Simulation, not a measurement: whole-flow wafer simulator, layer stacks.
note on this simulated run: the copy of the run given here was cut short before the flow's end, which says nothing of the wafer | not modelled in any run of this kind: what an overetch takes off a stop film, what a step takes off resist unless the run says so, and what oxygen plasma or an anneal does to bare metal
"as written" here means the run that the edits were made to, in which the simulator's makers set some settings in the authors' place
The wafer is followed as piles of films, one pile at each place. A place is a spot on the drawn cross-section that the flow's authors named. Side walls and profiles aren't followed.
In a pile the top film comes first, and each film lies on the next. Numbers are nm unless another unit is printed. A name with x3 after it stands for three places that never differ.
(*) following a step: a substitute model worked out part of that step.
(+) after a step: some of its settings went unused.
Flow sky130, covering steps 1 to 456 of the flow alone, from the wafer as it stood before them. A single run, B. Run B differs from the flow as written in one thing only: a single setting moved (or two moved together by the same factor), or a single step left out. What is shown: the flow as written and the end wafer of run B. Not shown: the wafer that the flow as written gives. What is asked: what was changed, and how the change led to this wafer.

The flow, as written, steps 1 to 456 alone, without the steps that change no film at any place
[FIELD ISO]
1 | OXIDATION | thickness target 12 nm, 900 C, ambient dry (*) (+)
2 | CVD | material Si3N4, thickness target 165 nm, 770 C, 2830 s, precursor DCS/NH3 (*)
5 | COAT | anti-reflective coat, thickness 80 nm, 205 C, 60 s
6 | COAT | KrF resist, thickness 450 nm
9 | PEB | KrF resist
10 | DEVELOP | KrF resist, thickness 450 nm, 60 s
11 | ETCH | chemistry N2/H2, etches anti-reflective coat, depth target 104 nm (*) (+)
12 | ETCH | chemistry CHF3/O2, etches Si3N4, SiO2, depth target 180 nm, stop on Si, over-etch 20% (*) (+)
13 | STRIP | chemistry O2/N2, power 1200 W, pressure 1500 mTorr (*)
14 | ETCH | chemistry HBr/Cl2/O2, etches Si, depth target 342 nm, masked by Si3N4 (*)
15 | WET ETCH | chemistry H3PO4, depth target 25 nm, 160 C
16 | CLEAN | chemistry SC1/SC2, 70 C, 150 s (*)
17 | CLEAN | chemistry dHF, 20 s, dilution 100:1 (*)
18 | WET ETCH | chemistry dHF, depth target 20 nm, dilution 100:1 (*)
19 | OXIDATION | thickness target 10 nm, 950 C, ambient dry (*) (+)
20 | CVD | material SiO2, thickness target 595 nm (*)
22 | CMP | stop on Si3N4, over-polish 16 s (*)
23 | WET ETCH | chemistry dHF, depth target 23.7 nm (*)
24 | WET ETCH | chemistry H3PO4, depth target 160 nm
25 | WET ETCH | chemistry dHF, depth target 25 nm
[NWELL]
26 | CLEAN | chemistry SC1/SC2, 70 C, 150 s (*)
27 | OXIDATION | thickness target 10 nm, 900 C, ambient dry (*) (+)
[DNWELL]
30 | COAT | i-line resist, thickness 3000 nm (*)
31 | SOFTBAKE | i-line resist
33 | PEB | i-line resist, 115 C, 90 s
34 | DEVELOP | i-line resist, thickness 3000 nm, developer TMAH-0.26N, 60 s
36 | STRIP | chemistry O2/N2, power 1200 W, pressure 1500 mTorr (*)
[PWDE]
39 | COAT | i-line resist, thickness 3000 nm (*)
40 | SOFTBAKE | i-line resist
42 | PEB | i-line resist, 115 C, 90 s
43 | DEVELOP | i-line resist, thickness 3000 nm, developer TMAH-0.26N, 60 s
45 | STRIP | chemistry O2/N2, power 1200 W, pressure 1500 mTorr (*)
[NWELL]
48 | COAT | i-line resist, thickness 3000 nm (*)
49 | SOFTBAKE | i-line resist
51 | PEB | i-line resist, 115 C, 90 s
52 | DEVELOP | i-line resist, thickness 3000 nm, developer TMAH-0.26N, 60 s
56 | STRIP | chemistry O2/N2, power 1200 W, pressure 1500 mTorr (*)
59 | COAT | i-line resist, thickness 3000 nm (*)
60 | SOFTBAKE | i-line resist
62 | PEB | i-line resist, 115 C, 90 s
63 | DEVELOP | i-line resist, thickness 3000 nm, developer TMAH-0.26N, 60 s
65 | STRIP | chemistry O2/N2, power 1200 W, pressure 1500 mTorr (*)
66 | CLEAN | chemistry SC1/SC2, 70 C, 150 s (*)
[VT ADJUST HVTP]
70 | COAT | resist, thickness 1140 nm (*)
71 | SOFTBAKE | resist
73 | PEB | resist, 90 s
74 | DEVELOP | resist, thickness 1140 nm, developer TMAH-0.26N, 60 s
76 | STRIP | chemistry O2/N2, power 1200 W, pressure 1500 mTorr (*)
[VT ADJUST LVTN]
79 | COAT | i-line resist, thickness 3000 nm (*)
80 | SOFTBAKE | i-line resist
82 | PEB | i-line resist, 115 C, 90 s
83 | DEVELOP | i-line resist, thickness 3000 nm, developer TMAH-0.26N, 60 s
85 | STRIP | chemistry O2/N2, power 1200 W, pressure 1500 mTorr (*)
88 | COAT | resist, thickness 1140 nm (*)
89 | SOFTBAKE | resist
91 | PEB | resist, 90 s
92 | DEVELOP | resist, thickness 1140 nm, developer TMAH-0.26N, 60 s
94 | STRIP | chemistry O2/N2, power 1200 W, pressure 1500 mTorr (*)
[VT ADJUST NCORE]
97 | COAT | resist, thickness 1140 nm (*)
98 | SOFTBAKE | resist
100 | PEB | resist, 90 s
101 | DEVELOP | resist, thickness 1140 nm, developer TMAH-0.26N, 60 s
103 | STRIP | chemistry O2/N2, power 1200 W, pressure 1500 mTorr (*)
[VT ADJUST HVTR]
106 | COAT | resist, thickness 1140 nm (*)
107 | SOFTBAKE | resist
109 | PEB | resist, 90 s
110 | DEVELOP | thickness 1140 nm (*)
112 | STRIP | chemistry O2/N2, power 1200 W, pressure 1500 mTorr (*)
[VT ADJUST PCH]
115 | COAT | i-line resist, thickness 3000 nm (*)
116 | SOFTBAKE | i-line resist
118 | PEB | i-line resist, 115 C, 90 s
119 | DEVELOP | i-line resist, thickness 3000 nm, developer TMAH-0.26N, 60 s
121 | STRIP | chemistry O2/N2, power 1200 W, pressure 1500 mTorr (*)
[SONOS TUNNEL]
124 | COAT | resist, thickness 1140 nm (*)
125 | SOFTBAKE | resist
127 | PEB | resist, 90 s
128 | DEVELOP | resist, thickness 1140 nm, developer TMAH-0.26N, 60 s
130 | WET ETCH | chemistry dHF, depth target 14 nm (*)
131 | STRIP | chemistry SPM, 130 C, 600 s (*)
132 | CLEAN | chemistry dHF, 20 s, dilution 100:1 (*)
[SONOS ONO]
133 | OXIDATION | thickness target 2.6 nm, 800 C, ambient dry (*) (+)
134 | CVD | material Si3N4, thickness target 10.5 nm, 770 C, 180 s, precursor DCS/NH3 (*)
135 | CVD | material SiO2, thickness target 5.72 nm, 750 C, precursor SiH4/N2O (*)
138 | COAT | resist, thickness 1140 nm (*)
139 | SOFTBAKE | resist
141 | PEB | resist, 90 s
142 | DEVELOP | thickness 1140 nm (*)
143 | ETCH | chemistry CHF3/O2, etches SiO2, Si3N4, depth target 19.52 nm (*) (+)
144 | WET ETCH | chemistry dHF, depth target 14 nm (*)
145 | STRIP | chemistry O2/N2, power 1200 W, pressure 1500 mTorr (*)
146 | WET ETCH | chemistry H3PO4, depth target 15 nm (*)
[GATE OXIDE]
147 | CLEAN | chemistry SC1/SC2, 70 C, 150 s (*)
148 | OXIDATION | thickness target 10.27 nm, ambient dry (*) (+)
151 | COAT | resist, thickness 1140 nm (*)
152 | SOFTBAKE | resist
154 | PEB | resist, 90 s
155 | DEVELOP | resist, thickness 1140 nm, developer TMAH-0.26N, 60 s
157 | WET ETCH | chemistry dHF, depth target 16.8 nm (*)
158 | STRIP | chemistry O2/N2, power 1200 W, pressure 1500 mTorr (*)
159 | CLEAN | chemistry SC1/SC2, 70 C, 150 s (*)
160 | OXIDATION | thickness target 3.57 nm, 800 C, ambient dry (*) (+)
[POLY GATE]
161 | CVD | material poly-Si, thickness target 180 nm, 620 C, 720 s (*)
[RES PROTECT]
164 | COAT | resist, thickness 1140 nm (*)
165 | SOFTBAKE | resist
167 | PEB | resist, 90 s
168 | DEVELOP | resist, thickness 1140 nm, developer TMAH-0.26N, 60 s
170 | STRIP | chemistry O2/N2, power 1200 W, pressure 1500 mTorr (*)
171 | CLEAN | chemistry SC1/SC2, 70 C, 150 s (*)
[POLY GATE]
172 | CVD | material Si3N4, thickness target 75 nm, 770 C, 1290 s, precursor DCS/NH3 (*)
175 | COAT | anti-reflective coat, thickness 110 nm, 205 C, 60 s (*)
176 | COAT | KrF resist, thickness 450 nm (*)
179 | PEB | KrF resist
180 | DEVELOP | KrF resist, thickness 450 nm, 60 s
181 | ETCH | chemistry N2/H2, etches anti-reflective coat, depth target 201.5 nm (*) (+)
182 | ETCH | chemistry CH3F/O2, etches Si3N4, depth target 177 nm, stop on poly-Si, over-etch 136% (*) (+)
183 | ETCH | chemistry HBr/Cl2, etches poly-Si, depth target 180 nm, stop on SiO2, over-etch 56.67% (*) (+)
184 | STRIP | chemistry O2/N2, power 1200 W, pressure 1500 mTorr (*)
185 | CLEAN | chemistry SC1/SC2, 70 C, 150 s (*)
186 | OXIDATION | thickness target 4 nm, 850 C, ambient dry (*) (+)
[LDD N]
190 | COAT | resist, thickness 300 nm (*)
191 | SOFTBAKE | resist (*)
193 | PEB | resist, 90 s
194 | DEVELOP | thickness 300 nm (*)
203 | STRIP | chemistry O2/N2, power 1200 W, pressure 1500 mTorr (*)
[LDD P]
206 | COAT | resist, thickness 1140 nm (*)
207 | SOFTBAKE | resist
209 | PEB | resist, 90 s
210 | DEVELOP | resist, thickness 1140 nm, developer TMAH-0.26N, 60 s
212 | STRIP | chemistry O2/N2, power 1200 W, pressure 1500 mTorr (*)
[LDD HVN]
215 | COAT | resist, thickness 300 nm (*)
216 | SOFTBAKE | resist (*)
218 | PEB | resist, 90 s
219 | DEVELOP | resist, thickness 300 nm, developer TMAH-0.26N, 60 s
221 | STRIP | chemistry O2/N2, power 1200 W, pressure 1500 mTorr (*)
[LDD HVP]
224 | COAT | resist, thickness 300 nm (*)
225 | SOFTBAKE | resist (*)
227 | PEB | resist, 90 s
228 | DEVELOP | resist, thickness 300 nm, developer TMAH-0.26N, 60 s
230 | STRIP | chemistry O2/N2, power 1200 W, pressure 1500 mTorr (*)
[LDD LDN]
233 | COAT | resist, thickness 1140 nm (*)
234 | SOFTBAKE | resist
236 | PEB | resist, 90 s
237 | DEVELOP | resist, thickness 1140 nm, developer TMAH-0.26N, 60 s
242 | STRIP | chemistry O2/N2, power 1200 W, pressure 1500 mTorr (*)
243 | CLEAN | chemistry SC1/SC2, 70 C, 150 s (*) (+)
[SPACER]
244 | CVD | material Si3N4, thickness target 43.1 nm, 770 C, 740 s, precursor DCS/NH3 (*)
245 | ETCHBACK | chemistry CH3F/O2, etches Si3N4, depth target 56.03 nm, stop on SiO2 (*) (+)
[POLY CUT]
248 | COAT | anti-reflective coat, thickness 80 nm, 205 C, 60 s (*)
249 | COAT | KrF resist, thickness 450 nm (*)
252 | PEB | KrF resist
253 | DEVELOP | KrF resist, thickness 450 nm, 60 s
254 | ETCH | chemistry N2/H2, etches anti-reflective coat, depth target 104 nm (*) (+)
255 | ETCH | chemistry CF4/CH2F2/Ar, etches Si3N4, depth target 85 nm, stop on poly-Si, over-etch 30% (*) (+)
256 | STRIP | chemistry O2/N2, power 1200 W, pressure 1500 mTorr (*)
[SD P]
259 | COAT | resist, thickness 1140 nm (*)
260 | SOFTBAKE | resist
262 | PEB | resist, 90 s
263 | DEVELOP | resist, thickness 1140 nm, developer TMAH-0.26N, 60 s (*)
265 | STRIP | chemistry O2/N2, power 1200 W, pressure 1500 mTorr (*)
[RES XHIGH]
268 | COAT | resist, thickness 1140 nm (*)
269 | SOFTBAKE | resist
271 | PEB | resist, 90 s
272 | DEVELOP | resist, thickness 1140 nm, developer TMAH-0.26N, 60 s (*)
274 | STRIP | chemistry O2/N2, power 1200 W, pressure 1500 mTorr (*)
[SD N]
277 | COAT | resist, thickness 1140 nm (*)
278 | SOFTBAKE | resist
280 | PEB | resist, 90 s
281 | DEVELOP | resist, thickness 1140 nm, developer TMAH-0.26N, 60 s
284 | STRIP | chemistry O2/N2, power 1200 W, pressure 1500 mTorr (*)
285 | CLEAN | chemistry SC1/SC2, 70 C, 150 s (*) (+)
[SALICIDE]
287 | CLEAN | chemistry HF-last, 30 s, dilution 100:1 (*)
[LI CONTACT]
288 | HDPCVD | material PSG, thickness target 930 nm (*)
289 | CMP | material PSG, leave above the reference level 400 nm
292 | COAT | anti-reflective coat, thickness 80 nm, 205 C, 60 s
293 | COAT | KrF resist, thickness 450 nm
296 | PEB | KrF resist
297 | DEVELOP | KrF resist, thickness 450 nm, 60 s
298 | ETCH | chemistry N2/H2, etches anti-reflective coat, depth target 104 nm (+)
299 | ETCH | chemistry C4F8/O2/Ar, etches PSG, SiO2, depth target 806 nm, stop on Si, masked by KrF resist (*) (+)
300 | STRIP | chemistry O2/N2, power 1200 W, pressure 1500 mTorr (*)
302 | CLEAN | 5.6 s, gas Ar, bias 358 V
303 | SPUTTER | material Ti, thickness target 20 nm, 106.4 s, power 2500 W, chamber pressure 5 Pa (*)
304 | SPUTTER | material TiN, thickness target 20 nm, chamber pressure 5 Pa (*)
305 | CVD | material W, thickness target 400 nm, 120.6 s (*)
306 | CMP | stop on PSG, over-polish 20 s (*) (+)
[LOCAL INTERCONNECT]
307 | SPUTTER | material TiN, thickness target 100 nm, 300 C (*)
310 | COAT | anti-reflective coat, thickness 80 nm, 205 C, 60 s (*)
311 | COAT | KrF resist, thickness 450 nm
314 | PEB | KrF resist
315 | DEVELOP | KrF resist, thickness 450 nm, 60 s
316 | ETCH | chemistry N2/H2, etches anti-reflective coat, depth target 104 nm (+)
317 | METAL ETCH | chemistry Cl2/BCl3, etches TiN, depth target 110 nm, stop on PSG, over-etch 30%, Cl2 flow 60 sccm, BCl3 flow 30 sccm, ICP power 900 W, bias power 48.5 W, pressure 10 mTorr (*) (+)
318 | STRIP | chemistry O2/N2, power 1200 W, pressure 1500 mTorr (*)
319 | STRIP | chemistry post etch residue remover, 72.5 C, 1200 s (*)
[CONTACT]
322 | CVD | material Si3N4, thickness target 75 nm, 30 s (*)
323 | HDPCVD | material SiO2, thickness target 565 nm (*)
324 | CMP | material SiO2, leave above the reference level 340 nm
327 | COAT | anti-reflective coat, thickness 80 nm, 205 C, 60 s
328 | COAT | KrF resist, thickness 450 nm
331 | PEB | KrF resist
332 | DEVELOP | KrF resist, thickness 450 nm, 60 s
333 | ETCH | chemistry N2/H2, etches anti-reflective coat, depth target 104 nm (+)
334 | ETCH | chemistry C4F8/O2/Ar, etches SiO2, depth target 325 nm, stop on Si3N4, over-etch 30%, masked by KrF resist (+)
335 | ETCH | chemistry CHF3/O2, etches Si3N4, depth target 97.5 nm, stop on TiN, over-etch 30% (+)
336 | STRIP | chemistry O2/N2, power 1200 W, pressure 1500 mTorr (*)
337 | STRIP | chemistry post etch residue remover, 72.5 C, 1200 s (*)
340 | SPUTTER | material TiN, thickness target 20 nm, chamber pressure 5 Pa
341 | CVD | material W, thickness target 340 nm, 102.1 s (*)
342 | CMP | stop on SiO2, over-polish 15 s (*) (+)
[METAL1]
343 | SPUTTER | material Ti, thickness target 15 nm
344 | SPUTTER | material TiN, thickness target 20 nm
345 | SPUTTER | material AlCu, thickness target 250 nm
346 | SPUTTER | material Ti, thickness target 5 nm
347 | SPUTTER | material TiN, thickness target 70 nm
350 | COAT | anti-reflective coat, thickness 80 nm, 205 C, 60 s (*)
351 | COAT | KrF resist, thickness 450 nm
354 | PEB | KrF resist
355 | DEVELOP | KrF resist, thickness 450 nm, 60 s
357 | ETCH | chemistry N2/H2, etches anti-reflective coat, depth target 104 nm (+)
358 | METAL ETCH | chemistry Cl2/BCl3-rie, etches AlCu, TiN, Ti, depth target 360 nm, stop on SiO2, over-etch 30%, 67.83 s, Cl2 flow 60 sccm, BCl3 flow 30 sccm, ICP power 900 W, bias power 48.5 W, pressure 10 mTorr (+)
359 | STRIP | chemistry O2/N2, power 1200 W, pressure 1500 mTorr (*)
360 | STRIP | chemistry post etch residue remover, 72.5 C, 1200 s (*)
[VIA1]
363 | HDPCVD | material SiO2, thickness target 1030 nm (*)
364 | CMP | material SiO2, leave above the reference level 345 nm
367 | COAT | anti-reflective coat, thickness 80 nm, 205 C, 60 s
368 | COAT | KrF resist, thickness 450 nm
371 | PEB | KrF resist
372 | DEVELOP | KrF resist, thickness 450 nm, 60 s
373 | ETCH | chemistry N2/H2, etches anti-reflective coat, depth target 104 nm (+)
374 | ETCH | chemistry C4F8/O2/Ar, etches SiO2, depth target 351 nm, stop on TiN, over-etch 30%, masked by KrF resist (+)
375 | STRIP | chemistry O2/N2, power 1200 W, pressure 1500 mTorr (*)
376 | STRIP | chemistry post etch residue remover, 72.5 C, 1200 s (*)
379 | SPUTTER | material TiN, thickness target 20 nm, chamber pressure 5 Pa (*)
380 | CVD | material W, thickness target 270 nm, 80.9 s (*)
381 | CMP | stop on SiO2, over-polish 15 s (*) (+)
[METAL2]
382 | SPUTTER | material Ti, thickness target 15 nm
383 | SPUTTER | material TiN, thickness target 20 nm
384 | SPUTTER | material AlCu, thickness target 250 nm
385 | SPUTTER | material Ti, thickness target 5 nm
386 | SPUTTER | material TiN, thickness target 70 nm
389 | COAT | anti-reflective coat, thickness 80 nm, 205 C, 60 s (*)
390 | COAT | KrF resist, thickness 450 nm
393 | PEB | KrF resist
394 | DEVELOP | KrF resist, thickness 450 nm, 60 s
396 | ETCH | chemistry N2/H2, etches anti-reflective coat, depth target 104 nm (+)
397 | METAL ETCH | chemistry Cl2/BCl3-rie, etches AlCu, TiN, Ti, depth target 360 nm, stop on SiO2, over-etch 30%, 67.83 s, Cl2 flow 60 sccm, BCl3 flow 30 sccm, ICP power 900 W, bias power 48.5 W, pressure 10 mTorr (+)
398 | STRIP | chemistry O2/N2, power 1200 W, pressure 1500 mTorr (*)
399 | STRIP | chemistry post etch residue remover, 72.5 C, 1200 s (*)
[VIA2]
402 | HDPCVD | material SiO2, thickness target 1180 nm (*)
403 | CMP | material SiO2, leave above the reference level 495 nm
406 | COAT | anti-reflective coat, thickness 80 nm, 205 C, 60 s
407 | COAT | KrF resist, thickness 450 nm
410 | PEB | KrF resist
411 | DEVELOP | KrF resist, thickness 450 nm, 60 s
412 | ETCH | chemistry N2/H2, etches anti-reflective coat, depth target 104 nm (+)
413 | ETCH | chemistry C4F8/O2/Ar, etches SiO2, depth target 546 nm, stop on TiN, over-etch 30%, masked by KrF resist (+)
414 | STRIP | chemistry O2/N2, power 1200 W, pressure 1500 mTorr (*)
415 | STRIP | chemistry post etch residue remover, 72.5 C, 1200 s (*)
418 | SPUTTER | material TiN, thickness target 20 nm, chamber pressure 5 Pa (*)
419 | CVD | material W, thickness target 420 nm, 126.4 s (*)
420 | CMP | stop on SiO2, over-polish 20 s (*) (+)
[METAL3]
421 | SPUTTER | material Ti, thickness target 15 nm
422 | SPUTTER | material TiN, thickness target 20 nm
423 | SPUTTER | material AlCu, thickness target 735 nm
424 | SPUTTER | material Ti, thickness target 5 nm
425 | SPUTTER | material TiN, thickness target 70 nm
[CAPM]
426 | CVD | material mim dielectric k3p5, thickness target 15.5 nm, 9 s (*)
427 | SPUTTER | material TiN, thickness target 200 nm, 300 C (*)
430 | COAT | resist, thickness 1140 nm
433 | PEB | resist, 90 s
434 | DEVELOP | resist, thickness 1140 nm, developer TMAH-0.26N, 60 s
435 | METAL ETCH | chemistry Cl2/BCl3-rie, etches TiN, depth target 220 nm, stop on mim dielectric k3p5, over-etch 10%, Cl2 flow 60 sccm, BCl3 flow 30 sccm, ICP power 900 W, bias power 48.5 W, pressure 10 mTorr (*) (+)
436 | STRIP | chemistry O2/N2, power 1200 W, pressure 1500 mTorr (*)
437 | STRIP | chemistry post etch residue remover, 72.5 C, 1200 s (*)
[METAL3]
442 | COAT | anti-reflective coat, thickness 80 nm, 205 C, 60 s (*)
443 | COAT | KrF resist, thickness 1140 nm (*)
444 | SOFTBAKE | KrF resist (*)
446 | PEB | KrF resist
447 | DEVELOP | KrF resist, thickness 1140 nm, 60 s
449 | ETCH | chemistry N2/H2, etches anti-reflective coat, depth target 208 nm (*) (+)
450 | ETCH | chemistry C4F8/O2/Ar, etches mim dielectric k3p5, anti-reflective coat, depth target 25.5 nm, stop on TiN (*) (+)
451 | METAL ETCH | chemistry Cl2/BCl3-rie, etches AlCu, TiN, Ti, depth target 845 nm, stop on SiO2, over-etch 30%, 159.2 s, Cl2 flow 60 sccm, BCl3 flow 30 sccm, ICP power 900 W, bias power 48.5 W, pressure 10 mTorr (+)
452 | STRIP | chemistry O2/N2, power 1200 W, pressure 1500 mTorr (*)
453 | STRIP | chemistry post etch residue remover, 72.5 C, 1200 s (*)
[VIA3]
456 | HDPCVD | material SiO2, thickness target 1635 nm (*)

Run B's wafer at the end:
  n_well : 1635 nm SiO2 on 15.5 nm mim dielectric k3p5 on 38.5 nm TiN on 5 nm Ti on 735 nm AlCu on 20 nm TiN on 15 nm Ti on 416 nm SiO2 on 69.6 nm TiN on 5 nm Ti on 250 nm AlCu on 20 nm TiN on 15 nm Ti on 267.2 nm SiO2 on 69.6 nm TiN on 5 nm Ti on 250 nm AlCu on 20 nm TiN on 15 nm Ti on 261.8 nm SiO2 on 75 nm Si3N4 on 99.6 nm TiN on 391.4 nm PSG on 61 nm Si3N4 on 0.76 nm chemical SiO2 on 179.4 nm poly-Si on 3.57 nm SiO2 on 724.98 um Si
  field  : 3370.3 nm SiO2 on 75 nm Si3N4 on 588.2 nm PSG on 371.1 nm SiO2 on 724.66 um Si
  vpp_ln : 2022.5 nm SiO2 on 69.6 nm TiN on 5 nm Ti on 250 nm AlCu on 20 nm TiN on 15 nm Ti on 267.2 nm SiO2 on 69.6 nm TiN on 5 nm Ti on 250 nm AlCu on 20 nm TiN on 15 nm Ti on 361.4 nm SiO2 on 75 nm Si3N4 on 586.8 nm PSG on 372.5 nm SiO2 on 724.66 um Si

What caused this: step 425, SPUTTER: thickness target 38.5 nm was run, while the flow as written has thickness target 70 nm.
The wafer lets one read it off: n_well has TiN 38.5, and step 425 as written asks for 70 nm.

How this came from the change, step by step:
  425 | SPUTTER | material TiN, thickness target 70 nm
      field, active, n_well and 188 more: +38.5 TiN (new film) (it would be, as written: +70 TiN (new film))
  451 | METAL ETCH | chemistry Cl2/BCl3-rie, etches AlCu, TiN, Ti, depth target 845 nm, stop on SiO2, over-etch 30%, 159.2 s, Cl2 flow 60 sccm, BCl3 flow 30 sccm, ICP power 900 W, bias power 48.5 W, pressure 10 mTorr (+)
      field, active, gate and 69 more: -38.5 TiN (all of it), -5 Ti (all of it), -735 AlCu (all of it), -20 TiN (all of it), -15 Ti (all of it), -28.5 SiO2 (it would be, as written: -70 TiN (all of it), -5 Ti (all of it), -735 AlCu (all of it), -20 TiN (all of it), -15 Ti (all of it), -25.4 SiO2)
      vpp_ln, vpp_iso2, ndiff_ln and 10 more: -38.5 TiN (all of it), -5 Ti (all of it), -735 AlCu (all of it), -20 TiN (all of it), -15 Ti (all of it), -28.5 SiO2 (it would be, as written: -70 TiN (all of it), -5 Ti (all of it), -735 AlCu (all of it), -20 TiN (all of it), -15 Ti (all of it), -25.3 SiO2)
